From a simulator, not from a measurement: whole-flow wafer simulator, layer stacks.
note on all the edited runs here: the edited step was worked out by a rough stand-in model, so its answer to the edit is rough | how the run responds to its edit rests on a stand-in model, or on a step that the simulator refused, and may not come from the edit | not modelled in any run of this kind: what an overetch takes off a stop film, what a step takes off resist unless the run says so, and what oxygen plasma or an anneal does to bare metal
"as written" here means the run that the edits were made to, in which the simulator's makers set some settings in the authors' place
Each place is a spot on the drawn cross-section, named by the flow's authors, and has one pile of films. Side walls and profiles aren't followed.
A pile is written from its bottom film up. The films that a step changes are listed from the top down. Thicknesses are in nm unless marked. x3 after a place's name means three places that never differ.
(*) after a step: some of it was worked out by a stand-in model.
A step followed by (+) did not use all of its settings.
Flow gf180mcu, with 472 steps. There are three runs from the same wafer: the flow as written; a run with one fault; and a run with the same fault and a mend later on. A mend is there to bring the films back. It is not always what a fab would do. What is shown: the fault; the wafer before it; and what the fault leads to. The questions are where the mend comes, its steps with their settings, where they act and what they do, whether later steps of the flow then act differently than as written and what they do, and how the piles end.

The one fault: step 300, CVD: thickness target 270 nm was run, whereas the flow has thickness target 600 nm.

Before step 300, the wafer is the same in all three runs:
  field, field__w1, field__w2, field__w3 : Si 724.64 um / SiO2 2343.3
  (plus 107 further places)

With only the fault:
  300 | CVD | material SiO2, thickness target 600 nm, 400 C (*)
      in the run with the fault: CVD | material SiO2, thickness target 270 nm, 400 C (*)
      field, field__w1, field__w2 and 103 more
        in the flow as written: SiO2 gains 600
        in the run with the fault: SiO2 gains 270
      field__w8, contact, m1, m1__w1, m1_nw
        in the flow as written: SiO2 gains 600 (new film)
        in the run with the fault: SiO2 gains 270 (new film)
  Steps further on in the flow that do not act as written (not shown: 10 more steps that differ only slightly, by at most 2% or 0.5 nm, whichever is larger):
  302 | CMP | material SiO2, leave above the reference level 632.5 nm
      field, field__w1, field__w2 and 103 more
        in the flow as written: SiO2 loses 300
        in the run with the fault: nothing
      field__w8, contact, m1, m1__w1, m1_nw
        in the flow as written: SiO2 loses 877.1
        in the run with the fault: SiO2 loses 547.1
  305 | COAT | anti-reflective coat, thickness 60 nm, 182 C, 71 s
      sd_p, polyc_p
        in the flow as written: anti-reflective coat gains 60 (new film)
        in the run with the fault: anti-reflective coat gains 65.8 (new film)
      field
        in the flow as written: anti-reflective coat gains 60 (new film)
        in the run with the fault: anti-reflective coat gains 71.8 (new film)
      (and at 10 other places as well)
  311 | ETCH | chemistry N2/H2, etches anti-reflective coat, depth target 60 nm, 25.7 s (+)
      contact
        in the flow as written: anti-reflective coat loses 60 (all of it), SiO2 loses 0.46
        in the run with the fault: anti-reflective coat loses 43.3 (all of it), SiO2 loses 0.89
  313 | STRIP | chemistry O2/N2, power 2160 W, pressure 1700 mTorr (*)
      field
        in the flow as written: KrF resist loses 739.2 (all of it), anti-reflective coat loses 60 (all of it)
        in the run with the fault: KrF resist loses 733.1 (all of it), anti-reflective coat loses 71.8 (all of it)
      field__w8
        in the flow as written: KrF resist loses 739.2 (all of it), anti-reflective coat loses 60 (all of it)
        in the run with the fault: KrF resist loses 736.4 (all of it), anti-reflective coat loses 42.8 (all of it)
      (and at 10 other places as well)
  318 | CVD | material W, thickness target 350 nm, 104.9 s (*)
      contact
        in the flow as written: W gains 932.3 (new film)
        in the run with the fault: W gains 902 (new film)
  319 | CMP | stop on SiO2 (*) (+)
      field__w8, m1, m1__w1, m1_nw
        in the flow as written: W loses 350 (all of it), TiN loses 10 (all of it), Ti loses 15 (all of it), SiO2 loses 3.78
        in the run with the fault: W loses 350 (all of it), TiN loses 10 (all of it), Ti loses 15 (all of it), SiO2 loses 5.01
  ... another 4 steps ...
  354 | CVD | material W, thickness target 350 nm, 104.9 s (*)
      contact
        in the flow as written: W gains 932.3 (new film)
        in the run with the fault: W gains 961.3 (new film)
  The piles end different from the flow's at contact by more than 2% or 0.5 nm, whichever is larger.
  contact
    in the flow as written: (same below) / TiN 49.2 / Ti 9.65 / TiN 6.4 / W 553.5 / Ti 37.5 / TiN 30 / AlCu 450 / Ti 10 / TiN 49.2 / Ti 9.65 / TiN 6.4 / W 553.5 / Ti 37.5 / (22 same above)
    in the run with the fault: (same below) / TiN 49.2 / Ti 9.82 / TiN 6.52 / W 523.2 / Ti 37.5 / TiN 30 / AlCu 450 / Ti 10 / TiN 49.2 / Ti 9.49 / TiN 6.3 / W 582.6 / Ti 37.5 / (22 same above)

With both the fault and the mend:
  The mend stands after step 300.
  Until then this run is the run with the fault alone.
  300a | CVD | material SiO2, thickness target 330 nm, 400 C (*) (a further turn of the flow's step 300, with different settings)
      field, field__w1, field__w2 and 108 more
        SiO2 gains 330
  Later steps of the flow that are run all act as written at every place that is followed.
  The piles end the same as the flow's at every place that both follow.
